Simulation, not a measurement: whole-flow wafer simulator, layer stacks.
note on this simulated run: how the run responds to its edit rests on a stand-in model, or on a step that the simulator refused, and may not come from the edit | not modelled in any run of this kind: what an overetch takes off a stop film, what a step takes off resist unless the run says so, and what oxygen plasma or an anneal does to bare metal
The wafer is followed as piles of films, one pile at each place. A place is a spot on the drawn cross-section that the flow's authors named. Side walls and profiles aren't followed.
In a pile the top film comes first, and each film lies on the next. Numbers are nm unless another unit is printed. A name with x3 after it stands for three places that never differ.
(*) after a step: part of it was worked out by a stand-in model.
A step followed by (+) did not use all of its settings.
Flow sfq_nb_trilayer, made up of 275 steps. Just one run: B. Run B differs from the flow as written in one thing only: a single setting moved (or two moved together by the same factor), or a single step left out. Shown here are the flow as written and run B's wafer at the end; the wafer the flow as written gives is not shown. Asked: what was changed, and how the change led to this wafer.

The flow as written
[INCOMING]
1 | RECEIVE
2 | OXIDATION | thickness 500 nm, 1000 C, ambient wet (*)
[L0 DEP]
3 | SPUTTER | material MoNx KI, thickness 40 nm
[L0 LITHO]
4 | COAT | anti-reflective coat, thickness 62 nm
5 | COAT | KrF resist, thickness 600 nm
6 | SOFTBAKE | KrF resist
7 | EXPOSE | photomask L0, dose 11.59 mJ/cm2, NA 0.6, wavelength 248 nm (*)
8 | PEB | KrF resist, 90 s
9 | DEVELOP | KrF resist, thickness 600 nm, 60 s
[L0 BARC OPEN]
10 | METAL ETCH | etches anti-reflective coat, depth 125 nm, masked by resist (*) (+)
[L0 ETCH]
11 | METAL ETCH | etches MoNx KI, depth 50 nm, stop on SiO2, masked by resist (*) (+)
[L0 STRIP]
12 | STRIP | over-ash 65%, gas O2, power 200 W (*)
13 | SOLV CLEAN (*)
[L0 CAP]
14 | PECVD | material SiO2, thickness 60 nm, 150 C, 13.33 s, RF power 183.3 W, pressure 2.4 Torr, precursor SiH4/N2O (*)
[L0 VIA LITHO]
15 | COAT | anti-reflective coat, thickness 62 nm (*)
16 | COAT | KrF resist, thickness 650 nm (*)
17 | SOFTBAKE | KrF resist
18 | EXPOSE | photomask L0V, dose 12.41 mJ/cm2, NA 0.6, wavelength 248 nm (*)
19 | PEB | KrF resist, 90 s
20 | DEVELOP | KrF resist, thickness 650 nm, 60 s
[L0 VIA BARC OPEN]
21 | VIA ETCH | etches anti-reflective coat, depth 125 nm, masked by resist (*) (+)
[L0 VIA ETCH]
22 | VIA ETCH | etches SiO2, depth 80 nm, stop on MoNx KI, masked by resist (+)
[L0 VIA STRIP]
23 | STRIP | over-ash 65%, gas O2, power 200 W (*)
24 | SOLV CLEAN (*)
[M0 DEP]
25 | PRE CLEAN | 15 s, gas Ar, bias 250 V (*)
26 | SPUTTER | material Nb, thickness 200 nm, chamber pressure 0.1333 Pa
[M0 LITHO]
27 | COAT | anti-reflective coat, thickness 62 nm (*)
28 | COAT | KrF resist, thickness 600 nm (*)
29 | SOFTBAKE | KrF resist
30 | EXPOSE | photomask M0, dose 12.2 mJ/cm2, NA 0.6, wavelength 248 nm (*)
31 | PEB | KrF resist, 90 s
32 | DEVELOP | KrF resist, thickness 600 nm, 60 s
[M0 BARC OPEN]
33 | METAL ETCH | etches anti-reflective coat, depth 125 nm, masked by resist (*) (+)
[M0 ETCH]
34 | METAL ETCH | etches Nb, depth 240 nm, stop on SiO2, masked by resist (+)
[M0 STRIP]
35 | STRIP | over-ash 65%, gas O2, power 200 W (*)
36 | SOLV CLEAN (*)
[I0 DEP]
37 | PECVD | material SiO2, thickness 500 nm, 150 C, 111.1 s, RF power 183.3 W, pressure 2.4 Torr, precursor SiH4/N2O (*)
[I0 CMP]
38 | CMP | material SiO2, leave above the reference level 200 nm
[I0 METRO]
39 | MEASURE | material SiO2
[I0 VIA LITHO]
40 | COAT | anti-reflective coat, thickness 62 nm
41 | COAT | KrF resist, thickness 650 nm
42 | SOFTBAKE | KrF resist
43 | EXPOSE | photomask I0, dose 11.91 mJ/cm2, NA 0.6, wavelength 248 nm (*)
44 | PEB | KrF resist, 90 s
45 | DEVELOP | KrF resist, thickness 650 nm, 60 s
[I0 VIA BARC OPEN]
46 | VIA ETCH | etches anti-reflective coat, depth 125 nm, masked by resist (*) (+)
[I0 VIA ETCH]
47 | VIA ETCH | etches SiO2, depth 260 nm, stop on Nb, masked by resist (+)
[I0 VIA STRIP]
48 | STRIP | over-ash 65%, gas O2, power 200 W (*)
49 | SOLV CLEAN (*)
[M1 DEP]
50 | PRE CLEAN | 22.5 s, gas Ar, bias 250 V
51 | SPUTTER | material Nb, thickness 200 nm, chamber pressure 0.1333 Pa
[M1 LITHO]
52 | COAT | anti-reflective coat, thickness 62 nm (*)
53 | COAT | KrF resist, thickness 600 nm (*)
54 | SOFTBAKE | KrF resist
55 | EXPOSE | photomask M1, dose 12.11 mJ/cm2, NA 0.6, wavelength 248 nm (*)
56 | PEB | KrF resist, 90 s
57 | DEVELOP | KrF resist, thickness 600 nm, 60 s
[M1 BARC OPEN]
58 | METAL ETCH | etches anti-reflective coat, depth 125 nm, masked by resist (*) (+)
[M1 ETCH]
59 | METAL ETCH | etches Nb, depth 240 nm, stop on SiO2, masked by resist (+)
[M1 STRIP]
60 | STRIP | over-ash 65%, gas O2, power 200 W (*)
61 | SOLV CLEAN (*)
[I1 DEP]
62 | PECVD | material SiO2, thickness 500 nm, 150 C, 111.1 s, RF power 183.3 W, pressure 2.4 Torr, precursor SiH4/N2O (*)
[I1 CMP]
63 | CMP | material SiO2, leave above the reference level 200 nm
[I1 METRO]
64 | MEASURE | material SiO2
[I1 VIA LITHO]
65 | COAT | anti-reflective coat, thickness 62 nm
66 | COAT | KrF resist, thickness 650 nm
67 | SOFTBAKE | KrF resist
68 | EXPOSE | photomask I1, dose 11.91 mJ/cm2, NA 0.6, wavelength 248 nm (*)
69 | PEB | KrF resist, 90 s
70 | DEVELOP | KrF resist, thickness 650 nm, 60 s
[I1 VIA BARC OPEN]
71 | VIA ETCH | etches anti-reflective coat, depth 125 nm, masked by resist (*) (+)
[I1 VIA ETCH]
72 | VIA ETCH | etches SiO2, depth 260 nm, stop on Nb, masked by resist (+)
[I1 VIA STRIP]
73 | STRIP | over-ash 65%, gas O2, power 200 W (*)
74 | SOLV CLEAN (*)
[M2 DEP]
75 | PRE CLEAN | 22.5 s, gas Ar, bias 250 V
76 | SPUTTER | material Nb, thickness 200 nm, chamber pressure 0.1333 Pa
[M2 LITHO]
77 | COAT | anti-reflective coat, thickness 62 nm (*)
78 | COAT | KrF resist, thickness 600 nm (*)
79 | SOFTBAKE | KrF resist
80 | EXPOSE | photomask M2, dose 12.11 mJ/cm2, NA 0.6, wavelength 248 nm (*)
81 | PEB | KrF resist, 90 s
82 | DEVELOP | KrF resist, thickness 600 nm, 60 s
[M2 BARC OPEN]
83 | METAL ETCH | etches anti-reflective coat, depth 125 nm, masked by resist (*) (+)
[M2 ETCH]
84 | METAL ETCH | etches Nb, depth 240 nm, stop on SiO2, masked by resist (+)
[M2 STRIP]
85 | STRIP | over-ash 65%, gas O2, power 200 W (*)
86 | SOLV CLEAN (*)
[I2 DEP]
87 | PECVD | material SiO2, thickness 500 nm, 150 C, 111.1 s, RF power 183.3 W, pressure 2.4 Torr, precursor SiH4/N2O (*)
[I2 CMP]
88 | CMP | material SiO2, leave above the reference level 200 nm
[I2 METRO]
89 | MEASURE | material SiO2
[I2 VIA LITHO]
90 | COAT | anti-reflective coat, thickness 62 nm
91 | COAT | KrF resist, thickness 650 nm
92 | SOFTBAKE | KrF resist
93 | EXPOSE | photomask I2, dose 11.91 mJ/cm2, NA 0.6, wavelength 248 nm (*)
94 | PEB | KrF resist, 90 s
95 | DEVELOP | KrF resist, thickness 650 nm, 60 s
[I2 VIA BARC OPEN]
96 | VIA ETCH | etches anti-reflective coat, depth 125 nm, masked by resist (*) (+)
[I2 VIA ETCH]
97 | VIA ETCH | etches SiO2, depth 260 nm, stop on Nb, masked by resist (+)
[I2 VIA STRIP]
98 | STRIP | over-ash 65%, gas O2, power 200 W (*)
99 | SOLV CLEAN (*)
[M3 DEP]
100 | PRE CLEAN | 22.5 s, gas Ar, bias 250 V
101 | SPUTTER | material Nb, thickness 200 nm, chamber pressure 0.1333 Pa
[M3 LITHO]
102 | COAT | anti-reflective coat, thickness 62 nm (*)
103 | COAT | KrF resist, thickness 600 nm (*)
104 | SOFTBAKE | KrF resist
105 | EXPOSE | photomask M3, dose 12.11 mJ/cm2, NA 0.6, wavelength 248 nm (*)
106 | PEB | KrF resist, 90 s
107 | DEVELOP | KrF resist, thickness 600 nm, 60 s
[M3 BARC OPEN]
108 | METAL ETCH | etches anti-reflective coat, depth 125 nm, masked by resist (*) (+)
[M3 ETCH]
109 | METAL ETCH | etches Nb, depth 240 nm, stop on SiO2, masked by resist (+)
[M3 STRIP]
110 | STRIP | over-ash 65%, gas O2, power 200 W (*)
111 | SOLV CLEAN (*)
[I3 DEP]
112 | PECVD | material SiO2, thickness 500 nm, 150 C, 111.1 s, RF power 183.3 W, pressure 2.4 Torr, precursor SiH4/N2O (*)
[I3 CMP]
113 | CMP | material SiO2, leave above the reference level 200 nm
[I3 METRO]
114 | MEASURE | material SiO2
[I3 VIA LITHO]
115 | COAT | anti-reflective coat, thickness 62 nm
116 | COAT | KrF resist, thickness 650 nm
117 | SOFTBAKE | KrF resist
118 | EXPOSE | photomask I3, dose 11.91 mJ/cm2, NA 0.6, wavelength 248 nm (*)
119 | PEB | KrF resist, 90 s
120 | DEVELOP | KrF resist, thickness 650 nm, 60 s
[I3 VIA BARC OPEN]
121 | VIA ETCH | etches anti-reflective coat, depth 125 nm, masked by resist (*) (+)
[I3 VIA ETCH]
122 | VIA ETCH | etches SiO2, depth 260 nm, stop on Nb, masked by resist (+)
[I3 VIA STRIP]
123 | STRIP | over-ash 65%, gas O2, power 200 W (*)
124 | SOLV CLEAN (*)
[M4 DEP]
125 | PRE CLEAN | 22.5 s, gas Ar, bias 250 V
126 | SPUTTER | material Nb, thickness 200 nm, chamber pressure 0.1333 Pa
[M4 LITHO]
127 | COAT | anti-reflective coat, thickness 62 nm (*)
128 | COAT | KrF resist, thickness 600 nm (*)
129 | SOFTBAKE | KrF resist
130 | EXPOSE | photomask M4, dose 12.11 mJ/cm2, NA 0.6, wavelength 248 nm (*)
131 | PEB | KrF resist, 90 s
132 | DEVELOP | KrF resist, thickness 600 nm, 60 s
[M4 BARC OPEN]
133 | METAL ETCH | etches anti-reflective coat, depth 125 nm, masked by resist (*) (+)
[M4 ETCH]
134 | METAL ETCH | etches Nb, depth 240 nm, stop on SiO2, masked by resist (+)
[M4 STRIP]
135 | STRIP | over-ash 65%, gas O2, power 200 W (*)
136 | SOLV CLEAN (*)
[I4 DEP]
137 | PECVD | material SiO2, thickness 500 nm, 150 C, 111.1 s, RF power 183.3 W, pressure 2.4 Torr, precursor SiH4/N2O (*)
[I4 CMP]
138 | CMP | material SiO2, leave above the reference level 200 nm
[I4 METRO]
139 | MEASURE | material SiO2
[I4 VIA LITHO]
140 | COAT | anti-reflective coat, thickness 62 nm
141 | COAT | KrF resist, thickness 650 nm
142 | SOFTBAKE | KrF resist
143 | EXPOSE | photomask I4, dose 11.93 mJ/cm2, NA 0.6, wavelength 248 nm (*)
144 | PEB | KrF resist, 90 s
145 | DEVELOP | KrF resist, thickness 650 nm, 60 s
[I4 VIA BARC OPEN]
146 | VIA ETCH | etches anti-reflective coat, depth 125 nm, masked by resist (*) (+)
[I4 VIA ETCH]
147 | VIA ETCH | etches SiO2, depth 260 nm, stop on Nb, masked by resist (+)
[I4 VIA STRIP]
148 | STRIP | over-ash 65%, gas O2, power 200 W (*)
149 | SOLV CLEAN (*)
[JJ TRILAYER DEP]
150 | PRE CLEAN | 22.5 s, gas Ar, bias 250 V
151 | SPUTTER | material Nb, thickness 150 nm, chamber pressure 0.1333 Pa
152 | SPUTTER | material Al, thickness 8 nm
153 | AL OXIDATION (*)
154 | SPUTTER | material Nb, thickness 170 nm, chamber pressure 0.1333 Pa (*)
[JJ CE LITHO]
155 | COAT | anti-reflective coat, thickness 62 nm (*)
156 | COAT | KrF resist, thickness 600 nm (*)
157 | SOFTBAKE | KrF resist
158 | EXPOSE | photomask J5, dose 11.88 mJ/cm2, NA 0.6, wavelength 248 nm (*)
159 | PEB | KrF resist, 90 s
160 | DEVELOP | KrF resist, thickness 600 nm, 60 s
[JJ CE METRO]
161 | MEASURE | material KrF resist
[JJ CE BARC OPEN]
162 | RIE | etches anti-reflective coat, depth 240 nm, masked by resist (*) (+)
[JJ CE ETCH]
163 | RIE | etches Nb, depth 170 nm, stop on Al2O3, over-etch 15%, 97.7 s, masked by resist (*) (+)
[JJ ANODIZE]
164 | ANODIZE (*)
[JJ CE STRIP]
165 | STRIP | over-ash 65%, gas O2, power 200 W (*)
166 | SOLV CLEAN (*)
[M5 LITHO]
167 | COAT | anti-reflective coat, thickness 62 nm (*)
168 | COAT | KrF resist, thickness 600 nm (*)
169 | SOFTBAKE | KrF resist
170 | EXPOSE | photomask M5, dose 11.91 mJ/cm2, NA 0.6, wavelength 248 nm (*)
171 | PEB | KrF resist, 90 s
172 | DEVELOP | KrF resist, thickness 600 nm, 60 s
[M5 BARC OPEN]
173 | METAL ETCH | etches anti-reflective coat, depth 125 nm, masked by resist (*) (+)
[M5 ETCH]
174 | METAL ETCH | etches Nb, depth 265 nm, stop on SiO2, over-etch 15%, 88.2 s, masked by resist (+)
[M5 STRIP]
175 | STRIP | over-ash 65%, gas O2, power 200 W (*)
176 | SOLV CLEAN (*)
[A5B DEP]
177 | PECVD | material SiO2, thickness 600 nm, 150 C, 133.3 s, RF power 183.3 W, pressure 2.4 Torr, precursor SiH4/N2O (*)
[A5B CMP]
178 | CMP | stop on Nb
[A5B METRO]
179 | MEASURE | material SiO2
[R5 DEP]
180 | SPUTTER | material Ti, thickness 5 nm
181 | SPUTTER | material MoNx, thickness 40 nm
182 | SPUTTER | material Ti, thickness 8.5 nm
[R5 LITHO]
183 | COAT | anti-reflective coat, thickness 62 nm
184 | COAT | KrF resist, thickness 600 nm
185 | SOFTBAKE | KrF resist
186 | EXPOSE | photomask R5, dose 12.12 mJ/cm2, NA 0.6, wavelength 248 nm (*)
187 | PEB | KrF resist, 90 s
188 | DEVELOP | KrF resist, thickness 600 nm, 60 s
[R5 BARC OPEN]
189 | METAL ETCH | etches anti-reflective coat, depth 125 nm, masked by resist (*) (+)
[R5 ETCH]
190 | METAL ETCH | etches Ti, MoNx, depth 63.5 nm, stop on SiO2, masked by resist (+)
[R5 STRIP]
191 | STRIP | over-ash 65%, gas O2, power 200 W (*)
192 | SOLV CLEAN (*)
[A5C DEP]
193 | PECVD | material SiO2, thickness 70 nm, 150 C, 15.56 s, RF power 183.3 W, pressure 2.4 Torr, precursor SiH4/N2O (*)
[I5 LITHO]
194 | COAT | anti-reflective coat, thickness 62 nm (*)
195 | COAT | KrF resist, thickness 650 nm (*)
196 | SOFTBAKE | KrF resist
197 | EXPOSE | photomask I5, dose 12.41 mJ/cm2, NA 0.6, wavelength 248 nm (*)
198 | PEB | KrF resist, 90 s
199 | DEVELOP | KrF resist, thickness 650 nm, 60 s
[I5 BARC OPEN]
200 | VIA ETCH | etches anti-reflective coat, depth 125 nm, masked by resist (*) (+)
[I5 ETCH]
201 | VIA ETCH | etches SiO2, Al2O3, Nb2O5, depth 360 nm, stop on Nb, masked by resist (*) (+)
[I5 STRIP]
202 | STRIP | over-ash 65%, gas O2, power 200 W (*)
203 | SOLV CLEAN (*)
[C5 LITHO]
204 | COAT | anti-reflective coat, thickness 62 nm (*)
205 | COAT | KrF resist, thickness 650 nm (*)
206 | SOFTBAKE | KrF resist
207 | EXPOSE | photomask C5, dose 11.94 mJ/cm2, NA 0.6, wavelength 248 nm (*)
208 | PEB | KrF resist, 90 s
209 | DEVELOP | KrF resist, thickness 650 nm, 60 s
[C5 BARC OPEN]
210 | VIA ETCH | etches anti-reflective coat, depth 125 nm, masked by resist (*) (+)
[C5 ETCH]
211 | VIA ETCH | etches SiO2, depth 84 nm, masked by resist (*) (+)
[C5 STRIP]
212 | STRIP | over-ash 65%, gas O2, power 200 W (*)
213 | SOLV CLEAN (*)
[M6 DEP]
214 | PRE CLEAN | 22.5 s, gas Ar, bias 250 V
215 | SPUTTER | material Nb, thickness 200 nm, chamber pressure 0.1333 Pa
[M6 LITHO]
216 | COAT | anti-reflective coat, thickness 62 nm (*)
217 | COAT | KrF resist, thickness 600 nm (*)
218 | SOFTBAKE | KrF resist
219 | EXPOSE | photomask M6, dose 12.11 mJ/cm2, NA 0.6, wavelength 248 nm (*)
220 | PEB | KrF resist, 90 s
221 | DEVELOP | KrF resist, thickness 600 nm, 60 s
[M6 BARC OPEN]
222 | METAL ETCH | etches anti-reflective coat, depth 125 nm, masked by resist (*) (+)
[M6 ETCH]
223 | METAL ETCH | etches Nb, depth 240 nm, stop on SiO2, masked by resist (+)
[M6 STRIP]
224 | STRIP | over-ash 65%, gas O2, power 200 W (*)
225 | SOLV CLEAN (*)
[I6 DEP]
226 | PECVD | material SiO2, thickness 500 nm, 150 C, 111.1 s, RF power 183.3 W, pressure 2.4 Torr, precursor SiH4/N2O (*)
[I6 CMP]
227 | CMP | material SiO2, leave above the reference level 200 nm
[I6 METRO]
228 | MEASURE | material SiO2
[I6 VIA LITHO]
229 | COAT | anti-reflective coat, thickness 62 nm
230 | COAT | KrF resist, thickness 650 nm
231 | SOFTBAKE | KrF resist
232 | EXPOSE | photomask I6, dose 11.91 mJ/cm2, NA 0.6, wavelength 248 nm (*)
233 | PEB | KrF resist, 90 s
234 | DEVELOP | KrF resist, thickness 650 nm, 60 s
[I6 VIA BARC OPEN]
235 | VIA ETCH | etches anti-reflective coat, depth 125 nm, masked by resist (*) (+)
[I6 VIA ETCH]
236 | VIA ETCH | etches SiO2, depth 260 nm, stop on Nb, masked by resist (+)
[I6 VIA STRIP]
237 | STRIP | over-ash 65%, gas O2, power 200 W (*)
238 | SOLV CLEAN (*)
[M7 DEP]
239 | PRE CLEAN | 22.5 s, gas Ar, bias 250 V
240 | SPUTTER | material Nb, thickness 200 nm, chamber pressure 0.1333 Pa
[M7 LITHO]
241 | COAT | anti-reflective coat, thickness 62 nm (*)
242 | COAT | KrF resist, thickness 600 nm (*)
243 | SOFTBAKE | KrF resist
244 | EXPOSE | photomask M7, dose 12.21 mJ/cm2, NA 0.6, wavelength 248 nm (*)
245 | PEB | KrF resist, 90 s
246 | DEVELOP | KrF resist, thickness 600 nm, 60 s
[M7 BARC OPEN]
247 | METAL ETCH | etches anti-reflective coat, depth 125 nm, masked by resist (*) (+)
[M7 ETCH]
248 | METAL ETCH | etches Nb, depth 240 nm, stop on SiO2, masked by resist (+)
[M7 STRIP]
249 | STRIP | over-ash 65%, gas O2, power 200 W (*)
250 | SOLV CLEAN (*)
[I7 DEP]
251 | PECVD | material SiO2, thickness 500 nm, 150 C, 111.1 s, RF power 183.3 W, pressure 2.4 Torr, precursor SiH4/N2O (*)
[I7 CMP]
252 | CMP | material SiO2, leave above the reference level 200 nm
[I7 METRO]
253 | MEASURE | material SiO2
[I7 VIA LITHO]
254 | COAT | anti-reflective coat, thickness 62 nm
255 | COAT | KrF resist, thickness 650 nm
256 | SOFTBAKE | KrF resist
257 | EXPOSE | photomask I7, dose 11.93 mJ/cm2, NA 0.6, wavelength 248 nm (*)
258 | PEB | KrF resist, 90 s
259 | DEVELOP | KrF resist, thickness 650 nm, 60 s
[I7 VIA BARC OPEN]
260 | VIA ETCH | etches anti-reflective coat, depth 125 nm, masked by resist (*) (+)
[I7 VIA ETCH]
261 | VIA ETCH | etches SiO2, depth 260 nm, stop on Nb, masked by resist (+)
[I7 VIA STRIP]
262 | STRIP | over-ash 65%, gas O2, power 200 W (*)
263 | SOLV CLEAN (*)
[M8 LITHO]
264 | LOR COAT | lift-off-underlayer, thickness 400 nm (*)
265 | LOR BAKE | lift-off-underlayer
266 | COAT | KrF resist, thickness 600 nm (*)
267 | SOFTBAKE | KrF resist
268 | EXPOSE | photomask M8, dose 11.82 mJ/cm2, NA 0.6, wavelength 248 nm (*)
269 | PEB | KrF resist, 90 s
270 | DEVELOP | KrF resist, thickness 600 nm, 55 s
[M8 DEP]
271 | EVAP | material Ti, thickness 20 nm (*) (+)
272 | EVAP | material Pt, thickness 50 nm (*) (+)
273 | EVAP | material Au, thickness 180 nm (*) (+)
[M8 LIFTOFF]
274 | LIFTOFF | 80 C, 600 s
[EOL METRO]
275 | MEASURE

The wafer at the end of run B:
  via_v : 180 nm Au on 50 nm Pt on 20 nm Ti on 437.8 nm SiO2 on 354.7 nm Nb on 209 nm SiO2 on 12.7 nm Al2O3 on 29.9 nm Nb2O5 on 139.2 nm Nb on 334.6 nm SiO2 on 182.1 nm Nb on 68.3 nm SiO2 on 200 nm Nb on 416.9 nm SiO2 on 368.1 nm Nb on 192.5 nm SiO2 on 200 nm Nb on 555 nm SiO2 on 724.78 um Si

The reason: step 122, VIA ETCH: depth 124 nm was run, while the flow as written has depth 260 nm.

How this came from the change, step by step:
  122 | VIA ETCH | etches SiO2, depth 260 nm, stop on Nb, masked by resist (+)
      via_v: SiO2 loses 124 (it would be, as written: SiO2 loses 199.8 (all of it))
      field_l, v_sur, via_wl and 102 more: KrF resist loses 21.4 (it would be, as written: KrF resist loses 44.8)
  123 | STRIP | over-ash 65%, gas O2, power 200 W (*)
      field_l, v_sur, via_wl and 102 more: KrF resist loses 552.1 (all of it), anti-reflective coat loses 62 (all of it) (it would be, as written: KrF resist loses 528.6 (all of it), anti-reflective coat loses 62 (all of it))
  125 | PRE CLEAN | 22.5 s, gas Ar, bias 250 V
      via_v: SiO2 loses 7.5 (it would be, as written: Nb loses 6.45)
  126 | SPUTTER | material Nb, thickness 200 nm, chamber pressure 0.1333 Pa
      via_v: Nb gains 182.1 (new film) (it would be, as written: Nb gains 165.5)
  127 | COAT | anti-reflective coat, thickness 62 nm (*)
      via_sp: anti-reflective coat gains 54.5 (new film) (it would be, as written: anti-reflective coat gains 53 (new film))
      via_v: anti-reflective coat gains 107.7 (new film) (it would be, as written: anti-reflective coat gains 124.8 (new film))
      (as well as at 1 more place)
  128 | COAT | KrF resist, thickness 600 nm (*)
      via_v: KrF resist gains 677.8 (new film) (it would be, as written: KrF resist gains 739.8 (new film))
  135 | STRIP | over-ash 65%, gas O2, power 200 W (*)
      via_sp: KrF resist loses 379 (all of it), anti-reflective coat loses 54.5 (all of it) (it would be, as written: KrF resist loses 373.9 (all of it), anti-reflective coat loses 53 (all of it))
      via_v: KrF resist loses 460 (all of it), anti-reflective coat loses 107.7 (all of it) (it would be, as written: KrF resist loses 521.8 (all of it), anti-reflective coat loses 124.8 (all of it))
      (as well as at 1 more place)
  137 | PECVD | material SiO2, thickness 500 nm, 150 C, 111.1 s, RF power 183.3 W, pressure 2.4 Torr, precursor SiH4/N2O (*)
      via_v: SiO2 gains 500 (new film) (it would be, as written: SiO2 gains 615 (new film))
  138 | CMP | material SiO2, leave above the reference level 200 nm
      via_v: SiO2 loses 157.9 (it would be, as written: SiO2 loses 181.6)
Taking metal films that touch as one body, via_v has 7 bodies (between them, from the top down: SiO2 437.8; SiO2 209 / Al2O3 12.7 / Nb2O5 29.9; SiO2 334.6; SiO2 68.3; SiO2 416.9; SiO2 192.5); the flow as written gives 6 bodies (between them, from the top down: SiO2 437.8; SiO2 209 / Al2O3 12.7 / Nb2O5 29.9; SiO2 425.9; SiO2 416.9; SiO2 192.5).
